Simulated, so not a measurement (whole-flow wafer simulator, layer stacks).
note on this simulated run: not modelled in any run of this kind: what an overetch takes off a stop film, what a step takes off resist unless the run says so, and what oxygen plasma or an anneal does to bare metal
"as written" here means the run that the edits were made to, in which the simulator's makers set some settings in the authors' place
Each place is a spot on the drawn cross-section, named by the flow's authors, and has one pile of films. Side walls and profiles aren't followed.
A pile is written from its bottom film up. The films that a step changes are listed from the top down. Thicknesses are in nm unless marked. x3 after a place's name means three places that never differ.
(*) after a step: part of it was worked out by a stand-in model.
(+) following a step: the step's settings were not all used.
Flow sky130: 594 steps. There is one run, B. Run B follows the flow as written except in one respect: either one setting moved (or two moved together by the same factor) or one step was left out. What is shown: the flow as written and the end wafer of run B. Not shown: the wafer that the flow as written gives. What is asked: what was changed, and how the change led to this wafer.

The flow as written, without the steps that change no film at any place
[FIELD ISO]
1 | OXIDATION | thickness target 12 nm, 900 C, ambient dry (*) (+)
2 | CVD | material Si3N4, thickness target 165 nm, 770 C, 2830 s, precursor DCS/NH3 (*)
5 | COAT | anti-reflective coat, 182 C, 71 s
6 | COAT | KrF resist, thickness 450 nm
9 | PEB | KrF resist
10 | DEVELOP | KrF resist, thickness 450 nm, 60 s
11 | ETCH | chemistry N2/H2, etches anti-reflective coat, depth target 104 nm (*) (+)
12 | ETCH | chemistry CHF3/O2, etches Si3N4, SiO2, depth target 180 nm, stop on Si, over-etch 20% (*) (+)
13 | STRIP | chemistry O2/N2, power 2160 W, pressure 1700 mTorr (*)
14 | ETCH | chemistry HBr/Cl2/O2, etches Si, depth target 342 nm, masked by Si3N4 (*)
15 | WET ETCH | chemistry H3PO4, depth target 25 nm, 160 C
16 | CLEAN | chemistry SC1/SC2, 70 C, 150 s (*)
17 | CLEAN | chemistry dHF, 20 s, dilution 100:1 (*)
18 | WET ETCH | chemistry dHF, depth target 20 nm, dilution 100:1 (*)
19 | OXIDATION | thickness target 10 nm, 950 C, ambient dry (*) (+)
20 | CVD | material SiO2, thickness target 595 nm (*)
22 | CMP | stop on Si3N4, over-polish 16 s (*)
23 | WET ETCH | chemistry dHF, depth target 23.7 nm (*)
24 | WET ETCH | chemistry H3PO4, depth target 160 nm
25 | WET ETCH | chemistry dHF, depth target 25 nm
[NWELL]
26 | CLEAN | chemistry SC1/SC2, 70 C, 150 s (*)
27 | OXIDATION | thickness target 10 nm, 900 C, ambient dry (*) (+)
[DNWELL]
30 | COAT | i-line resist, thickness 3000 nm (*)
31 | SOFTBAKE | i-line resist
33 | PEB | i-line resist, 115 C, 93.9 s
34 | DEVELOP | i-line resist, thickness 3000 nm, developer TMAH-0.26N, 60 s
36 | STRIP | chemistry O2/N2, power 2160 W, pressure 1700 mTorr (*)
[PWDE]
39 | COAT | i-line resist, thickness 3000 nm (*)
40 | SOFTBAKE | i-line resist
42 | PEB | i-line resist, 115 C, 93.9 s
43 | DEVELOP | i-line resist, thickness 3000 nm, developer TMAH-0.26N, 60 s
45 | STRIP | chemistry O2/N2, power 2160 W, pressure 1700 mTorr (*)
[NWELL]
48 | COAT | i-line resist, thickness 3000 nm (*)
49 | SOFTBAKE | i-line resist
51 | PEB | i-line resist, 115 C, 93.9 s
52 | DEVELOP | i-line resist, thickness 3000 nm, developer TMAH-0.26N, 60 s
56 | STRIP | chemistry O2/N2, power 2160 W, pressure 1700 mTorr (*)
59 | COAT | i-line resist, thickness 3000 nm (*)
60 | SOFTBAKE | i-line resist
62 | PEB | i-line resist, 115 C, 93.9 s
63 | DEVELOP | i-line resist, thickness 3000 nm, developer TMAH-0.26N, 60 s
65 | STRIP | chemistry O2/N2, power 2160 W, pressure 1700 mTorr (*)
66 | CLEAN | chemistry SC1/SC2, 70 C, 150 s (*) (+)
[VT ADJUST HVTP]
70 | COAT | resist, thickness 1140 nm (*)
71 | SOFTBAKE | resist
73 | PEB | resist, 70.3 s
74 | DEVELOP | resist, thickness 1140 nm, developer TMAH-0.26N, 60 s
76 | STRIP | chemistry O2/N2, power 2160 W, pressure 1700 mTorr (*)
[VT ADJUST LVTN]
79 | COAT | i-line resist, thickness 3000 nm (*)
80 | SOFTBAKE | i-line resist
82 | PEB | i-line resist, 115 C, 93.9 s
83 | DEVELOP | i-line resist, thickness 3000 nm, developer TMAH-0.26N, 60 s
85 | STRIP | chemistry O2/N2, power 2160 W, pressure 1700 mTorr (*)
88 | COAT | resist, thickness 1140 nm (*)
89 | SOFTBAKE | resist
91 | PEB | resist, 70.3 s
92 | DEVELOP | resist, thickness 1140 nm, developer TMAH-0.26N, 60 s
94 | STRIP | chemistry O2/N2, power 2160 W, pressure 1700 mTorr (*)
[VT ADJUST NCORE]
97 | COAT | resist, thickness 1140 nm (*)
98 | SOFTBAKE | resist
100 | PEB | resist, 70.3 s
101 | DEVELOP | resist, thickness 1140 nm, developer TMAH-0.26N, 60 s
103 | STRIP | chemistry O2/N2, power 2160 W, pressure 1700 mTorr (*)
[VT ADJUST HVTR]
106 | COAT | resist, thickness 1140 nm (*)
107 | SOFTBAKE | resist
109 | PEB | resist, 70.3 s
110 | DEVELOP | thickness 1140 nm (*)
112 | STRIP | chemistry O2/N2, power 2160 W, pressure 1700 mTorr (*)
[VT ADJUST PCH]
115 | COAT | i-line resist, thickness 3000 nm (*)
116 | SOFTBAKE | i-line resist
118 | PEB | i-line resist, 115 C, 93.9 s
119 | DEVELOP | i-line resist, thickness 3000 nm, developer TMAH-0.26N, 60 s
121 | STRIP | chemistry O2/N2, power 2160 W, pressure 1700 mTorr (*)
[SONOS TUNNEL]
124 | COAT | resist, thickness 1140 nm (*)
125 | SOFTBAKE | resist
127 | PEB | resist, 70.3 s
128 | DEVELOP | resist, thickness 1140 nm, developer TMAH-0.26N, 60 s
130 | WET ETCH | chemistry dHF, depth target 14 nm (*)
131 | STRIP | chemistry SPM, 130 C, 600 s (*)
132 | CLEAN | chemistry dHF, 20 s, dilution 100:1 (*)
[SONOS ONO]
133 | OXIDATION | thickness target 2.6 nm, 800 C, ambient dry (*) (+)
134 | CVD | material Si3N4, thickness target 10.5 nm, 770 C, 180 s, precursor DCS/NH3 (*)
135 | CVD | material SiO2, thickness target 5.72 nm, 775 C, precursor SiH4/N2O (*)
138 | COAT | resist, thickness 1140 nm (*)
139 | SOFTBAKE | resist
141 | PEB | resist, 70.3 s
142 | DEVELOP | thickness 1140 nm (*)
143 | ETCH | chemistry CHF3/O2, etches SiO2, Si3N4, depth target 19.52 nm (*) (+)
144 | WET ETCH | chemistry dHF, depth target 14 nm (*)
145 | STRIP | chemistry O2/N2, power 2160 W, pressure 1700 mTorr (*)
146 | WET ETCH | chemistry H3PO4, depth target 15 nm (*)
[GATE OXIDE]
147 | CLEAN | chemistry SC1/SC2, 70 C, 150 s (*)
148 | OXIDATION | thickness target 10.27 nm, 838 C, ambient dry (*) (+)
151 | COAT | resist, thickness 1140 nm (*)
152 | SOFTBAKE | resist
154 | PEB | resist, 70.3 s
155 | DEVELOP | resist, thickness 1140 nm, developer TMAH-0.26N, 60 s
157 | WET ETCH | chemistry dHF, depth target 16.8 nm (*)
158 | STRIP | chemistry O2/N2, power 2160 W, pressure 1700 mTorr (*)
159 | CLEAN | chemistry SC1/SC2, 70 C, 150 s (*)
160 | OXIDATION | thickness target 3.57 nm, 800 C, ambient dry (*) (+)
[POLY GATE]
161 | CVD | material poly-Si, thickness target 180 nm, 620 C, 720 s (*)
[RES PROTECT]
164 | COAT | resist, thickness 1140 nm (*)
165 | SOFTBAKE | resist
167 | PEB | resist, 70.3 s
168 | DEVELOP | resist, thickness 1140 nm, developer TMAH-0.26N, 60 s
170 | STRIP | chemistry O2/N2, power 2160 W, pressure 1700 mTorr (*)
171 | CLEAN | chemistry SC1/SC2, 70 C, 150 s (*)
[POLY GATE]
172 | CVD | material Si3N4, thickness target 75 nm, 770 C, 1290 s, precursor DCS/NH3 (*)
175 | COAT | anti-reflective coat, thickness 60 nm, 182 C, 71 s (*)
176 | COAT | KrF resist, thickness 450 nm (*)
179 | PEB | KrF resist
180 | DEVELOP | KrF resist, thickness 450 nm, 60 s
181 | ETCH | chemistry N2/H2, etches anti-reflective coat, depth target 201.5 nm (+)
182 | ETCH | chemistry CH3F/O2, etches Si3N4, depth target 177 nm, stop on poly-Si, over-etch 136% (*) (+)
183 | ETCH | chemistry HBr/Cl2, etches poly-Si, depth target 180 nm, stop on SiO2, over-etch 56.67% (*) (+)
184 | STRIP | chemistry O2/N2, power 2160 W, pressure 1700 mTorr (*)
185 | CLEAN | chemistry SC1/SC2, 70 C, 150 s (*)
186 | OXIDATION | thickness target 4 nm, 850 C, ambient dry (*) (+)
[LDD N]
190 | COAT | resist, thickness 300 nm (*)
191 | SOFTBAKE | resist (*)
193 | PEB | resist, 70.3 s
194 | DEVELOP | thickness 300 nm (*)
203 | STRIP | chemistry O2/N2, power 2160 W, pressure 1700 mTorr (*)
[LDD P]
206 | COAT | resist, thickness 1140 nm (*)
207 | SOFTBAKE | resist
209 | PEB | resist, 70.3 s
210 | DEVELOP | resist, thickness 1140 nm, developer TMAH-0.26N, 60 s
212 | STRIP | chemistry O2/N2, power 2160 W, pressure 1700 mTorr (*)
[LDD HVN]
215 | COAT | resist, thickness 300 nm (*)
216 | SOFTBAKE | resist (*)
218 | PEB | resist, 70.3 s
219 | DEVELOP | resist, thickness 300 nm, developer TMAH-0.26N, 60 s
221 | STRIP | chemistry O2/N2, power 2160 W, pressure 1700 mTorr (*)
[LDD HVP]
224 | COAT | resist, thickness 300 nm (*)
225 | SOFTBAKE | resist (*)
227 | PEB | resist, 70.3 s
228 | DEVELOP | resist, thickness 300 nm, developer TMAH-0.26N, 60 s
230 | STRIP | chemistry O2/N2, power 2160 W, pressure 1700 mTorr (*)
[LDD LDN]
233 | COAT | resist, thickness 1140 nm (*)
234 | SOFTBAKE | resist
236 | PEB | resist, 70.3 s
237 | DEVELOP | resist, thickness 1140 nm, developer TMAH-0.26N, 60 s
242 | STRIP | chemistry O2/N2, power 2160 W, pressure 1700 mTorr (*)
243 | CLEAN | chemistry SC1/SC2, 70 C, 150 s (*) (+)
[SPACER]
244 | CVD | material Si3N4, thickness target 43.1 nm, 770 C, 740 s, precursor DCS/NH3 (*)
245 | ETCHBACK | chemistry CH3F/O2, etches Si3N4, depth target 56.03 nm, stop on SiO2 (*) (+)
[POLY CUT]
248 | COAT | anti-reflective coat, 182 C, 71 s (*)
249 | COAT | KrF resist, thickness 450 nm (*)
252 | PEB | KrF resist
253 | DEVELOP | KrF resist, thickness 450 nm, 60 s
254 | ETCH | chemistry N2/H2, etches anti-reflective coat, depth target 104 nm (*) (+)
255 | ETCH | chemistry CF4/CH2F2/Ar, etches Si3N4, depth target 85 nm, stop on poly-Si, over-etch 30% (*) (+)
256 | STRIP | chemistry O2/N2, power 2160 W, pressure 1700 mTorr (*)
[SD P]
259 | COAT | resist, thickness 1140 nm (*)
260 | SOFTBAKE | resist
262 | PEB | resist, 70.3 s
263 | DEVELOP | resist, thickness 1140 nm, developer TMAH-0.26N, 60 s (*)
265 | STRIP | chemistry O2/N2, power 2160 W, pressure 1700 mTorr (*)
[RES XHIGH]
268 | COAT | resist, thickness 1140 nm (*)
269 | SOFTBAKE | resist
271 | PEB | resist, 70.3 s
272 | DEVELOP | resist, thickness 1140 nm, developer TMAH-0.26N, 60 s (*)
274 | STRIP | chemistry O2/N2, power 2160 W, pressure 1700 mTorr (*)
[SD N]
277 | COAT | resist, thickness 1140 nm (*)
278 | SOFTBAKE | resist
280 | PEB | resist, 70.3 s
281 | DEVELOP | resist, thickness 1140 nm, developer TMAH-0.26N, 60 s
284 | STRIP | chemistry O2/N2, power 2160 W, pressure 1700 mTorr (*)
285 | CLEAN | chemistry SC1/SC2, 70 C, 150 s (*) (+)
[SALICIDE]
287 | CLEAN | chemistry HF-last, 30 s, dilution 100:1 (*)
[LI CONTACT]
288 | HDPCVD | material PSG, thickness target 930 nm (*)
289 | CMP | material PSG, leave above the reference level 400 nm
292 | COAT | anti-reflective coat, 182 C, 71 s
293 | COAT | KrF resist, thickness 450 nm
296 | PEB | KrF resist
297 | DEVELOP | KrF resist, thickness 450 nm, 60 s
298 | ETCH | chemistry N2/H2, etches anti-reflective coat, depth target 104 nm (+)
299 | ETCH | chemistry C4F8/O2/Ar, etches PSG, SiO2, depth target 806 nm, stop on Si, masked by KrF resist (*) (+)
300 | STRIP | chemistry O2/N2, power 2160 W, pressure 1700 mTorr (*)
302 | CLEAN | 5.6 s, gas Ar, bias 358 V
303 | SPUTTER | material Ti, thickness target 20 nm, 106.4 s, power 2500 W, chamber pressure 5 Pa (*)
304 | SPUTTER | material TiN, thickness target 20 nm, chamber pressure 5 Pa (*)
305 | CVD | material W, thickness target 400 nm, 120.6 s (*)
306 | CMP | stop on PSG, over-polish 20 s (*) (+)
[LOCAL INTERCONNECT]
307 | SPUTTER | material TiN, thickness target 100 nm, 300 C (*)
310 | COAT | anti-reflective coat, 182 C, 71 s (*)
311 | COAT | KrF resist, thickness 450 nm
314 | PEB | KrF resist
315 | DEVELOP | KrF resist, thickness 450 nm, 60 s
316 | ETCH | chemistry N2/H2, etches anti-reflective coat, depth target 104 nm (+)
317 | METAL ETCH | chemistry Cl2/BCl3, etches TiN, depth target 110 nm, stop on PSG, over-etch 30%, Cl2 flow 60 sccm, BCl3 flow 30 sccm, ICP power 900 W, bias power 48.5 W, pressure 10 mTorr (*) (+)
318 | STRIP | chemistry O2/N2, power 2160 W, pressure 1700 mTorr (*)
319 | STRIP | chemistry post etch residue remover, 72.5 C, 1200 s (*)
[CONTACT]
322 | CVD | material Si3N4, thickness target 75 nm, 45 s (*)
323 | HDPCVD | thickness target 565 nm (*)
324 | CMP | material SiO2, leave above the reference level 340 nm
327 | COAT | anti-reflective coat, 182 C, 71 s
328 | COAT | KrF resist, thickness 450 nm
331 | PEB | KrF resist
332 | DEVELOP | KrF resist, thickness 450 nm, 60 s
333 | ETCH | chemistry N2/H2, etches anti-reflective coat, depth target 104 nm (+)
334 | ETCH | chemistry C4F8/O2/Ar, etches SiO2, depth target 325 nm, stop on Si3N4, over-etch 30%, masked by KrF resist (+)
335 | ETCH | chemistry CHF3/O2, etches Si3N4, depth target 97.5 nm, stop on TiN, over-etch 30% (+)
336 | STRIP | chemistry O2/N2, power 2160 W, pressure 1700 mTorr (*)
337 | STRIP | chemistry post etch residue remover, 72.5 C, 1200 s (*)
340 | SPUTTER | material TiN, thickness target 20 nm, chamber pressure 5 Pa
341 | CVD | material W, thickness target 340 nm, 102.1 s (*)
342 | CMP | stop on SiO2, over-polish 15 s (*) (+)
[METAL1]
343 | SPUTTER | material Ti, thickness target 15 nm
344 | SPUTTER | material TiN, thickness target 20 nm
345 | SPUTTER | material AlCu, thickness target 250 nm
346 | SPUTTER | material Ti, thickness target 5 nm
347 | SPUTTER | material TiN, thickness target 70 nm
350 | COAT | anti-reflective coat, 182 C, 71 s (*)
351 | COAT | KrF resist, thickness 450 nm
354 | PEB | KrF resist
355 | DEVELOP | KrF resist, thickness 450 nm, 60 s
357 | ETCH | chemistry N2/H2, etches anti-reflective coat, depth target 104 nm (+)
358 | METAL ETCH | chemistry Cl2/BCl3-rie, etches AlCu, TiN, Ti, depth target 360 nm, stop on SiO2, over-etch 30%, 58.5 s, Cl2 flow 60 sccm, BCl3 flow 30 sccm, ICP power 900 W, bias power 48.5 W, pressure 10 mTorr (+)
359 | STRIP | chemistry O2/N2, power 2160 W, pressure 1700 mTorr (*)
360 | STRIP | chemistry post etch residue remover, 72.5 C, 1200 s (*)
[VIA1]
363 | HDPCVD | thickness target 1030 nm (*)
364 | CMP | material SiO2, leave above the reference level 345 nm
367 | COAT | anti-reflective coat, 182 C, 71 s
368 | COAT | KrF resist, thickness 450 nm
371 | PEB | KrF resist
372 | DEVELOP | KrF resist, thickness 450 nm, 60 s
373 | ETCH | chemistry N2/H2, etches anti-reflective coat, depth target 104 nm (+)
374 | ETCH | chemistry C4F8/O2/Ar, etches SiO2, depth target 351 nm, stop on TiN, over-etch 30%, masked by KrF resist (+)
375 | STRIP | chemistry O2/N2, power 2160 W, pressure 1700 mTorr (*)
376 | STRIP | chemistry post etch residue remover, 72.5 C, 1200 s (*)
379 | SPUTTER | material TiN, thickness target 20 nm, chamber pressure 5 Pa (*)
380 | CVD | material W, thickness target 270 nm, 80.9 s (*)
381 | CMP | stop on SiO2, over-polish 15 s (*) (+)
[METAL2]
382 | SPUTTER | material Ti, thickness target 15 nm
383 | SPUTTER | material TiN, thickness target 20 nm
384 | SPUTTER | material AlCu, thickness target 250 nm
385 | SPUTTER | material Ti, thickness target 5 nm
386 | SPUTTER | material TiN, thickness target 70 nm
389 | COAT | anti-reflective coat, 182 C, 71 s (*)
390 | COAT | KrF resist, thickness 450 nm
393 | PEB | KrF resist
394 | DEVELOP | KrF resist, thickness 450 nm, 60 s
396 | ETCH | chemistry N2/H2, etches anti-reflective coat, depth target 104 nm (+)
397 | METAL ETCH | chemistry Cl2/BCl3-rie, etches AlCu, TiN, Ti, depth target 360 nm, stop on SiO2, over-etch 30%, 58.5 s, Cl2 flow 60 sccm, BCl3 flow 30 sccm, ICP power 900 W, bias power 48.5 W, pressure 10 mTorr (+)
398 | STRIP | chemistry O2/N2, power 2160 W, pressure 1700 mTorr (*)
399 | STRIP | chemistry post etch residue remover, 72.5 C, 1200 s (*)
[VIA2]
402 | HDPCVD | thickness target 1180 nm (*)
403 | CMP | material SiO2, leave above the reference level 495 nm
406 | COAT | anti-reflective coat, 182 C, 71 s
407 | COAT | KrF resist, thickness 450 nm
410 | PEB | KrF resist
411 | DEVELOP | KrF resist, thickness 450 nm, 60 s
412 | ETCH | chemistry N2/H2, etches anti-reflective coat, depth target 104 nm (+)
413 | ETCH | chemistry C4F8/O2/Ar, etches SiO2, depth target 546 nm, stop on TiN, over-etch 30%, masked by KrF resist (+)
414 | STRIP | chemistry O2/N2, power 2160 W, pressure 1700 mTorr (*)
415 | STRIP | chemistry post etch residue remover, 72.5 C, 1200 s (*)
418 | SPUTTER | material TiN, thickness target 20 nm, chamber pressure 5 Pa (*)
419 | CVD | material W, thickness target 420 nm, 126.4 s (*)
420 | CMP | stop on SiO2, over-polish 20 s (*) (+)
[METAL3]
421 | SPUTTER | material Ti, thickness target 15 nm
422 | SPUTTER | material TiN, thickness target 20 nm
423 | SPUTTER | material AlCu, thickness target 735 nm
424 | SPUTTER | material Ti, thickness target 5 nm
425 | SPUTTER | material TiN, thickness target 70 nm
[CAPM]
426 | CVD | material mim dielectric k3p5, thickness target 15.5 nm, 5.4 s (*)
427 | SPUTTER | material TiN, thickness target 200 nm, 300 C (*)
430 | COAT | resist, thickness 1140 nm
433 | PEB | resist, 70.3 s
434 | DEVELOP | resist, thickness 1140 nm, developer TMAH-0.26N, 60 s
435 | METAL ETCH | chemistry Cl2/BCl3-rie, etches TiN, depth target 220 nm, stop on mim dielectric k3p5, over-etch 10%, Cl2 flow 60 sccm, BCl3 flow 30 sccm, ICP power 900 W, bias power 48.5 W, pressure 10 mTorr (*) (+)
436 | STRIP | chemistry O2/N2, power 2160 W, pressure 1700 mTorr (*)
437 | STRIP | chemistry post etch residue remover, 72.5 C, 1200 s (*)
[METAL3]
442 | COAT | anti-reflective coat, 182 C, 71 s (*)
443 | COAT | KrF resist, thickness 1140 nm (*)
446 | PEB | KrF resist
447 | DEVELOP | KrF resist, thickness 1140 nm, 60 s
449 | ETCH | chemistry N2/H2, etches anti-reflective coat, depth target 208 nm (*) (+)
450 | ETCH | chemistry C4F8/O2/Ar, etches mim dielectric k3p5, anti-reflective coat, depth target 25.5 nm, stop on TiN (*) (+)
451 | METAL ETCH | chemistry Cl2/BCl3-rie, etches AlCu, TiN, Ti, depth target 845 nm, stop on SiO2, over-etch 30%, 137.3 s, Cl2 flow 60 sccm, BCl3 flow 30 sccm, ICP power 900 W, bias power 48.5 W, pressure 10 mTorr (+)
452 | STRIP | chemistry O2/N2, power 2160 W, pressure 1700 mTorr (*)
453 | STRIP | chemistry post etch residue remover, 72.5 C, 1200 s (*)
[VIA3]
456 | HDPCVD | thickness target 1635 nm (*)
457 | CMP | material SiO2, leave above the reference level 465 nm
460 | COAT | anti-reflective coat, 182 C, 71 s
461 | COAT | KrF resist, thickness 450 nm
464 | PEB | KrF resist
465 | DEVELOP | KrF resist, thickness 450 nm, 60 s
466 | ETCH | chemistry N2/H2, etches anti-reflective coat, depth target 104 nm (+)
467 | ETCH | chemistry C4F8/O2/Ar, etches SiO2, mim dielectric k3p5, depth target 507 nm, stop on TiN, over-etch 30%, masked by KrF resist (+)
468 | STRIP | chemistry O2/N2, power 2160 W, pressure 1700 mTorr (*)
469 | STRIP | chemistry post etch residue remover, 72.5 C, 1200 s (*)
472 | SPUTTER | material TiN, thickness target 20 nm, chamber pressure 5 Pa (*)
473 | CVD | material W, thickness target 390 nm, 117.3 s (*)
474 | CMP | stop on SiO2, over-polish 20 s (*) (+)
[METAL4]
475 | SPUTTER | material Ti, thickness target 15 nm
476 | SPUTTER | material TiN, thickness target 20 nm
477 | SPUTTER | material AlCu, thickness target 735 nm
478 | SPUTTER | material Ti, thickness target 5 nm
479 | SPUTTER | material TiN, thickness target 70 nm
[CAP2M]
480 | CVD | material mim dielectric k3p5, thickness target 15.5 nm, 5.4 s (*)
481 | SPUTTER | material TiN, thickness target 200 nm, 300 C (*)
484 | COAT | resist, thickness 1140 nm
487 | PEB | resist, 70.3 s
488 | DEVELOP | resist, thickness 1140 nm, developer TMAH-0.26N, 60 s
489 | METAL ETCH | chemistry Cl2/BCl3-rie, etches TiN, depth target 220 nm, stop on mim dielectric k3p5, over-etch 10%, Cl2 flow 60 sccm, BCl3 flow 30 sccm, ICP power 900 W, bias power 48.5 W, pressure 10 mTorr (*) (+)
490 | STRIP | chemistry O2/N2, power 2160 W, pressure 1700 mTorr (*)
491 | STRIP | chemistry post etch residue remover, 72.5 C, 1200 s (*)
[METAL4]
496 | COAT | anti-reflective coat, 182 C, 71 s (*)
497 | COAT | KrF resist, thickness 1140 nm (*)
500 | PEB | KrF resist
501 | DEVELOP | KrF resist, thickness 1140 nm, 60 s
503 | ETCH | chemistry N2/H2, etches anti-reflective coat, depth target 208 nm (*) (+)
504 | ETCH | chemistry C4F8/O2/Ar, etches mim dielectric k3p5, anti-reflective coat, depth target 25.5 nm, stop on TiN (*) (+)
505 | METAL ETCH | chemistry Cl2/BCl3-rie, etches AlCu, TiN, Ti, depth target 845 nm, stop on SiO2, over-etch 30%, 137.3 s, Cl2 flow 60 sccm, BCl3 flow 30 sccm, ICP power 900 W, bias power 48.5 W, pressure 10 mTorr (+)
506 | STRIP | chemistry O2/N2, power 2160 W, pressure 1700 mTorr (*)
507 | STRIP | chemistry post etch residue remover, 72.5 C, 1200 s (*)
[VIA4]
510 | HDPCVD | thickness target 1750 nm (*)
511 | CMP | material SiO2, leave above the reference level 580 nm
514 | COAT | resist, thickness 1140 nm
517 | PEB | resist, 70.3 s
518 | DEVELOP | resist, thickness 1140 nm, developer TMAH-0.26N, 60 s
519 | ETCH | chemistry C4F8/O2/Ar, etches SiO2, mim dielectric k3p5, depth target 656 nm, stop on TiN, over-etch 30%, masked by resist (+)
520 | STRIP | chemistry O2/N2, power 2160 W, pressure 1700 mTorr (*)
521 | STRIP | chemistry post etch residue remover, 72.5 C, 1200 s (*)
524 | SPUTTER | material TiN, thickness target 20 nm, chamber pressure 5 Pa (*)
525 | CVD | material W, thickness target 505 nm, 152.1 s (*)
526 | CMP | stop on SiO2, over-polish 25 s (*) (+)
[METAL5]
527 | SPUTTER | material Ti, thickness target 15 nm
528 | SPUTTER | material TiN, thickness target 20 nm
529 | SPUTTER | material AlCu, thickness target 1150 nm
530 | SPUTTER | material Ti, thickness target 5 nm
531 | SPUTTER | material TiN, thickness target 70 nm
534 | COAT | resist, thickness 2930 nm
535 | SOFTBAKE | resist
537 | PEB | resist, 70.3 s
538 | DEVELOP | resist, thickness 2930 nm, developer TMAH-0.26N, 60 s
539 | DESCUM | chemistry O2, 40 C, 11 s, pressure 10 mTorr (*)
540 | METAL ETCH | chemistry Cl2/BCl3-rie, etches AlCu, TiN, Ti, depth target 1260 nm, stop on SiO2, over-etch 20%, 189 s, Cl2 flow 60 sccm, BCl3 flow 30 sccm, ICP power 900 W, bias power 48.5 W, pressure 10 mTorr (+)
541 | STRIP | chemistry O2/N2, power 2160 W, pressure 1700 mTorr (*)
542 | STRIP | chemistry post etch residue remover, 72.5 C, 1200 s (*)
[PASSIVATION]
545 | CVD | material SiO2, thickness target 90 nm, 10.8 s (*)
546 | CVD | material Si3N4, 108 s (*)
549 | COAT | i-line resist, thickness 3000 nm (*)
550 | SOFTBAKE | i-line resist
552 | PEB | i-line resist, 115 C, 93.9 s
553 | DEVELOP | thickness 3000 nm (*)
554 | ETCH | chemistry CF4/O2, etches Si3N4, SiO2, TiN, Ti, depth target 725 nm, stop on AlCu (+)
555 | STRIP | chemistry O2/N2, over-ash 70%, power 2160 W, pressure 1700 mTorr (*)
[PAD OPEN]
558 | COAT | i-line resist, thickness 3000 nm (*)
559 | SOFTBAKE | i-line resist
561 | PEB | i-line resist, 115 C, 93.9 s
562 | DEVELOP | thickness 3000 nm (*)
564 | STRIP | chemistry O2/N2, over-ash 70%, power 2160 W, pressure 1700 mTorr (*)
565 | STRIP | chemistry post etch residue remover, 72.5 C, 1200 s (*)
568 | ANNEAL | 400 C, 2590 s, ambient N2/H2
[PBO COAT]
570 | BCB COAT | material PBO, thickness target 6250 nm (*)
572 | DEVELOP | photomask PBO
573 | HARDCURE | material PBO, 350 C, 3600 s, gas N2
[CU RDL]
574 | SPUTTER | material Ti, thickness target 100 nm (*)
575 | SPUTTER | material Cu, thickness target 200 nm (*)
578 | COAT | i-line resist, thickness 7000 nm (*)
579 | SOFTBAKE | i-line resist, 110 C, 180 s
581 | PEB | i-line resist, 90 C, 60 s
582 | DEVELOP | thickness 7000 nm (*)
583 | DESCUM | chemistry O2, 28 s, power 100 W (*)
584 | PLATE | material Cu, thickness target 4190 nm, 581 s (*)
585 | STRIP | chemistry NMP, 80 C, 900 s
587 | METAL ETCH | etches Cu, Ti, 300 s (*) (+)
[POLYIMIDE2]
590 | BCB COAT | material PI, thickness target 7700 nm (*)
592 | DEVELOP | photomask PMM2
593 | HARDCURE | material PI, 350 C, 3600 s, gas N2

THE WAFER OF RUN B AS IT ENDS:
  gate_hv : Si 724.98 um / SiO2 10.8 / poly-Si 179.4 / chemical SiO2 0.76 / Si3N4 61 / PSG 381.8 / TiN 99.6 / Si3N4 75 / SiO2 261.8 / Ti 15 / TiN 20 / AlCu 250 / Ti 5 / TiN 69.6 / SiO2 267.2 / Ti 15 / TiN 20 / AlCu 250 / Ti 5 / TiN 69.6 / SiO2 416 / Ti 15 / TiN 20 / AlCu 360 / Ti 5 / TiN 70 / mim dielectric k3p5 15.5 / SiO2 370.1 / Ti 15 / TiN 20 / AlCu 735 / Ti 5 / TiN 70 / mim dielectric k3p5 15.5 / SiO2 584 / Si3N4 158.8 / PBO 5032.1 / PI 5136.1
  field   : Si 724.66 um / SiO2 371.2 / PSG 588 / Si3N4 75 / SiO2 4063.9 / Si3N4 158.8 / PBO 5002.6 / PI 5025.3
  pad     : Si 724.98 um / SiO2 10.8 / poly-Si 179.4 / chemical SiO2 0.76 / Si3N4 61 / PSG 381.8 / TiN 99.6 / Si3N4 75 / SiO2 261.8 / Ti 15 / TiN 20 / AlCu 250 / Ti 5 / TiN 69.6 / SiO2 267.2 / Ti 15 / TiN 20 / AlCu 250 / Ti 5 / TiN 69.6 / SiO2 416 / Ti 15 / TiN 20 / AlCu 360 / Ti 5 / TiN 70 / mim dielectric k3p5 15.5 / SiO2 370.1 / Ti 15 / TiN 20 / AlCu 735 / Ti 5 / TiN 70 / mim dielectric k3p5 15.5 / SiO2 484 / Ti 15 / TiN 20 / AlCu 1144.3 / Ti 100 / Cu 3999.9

Cause: step 423, SPUTTER: thickness target 360 nm was run, while the flow as written has thickness target 735 nm.
The wafer itself shows it: gate_hv has AlCu 360, and step 423 as written asks for 735 nm.

The path from the change to this, step by step:
  423 | SPUTTER | material AlCu, thickness target 735 nm
      field, active, n_well and 188 more: AlCu gains 360 (new film) (it would be, as written: AlCu gains 735 (new film))
  451 | METAL ETCH | chemistry Cl2/BCl3-rie, etches AlCu, TiN, Ti, depth target 845 nm, stop on SiO2, over-etch 30%, 137.3 s, Cl2 flow 60 sccm, BCl3 flow 30 sccm, ICP power 900 W, bias power 48.5 W, pressure 10 mTorr (+)
      field, gate, spacer and 68 more: TiN loses 70 (all of it), Ti loses 5 (all of it), AlCu loses 360 (all of it), TiN loses 20 (all of it), Ti loses 15 (all of it), SiO2 loses 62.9 (it would be, as written: TiN loses 70 (all of it), Ti loses 5 (all of it), AlCu loses 735 (all of it), TiN loses 20 (all of it), Ti loses 15 (all of it), SiO2 loses 25.4)
      active, vpp_ln, vpp_iso2 and 11 more: TiN loses 70 (all of it), Ti loses 5 (all of it), AlCu loses 360 (all of it), TiN loses 20 (all of it), Ti loses 15 (all of it), SiO2 loses 62.8 (it would be, as written: TiN loses 70 (all of it), Ti loses 5 (all of it), AlCu loses 735 (all of it), TiN loses 20 (all of it), Ti loses 15 (all of it), SiO2 loses 25.3)
  457 | CMP | material SiO2, leave above the reference level 465 nm
      field, active, gate and 80 more: SiO2 loses 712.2 (it would be, as written: SiO2 loses 374.7)
      poly_licon, rpo_hd_licon: SiO2 loses 712.1 (it would be, as written: SiO2 loses 374.7)
